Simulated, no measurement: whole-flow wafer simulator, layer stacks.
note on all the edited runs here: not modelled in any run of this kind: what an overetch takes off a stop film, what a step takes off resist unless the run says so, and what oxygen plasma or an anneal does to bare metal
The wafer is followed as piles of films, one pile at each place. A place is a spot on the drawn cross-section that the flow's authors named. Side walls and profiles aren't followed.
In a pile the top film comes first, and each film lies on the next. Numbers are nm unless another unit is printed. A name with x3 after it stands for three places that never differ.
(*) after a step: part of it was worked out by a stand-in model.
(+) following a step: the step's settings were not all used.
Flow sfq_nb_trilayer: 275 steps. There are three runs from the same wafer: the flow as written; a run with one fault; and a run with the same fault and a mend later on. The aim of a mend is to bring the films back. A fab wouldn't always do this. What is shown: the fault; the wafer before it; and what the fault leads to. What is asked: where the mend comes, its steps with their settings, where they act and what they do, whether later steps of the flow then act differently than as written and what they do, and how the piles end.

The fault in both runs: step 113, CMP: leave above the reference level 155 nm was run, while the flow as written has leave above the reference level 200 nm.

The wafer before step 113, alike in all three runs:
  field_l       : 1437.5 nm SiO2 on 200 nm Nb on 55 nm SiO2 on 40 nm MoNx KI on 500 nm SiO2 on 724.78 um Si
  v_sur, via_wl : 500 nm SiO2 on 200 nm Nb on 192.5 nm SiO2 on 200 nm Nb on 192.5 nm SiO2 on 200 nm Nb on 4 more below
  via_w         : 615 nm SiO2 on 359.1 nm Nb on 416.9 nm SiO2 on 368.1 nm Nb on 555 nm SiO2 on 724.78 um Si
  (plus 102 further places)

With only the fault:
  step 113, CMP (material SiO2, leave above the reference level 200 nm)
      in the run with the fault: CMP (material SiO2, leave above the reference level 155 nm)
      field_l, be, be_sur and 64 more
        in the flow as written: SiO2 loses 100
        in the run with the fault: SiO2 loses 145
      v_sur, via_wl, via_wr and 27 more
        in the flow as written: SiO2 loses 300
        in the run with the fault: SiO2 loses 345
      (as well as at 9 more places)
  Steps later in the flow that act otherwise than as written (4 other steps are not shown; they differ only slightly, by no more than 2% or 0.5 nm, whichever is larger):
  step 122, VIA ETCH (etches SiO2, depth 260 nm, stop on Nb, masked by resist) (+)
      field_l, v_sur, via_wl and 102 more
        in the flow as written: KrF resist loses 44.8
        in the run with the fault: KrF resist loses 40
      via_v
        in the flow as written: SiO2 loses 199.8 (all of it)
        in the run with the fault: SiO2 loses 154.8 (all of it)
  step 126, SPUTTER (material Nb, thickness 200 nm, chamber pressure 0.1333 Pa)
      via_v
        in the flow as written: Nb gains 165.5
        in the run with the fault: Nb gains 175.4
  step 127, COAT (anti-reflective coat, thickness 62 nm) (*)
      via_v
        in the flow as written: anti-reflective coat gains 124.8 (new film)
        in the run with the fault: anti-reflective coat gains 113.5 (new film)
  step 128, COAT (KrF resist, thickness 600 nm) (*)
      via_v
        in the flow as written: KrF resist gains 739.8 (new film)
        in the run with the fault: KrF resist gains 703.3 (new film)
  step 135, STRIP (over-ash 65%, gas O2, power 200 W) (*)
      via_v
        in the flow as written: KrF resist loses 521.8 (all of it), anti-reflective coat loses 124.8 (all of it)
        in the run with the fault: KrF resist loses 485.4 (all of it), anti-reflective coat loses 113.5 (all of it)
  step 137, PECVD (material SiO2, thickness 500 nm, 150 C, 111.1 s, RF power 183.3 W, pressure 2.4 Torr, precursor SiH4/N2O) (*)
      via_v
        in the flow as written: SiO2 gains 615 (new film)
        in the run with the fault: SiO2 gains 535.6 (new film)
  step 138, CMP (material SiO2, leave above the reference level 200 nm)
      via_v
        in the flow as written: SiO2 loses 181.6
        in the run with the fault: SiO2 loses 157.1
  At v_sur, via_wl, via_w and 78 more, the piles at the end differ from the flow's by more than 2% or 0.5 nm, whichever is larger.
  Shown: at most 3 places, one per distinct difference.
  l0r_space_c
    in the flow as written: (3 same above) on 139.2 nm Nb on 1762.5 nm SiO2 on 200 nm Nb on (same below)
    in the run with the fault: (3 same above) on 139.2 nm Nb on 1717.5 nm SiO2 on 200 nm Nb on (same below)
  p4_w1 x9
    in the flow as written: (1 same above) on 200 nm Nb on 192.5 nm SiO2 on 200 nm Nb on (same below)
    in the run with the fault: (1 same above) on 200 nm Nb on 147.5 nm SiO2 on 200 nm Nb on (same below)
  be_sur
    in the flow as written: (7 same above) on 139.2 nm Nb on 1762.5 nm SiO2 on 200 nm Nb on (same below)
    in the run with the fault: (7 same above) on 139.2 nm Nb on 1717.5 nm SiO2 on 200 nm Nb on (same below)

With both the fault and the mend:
  After step 114 comes the mend.
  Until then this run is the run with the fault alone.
  step 114a, PECVD (material SiO2, thickness 45 nm, 150 C, 10 s, RF power 183.3 W, pressure 2.4 Torr, precursor SiH4/N2O) (a further turn of the flow's step 112, with different settings)
      field_l, v_sur, via_wl and 103 more
        SiO2 gains 45
  Later steps of the flow that are run all act as written at every place that is followed, up to a difference of at most 2% or 0.5 nm, whichever is larger.
  By the end, the piles equal the flow's at every place that both follow.
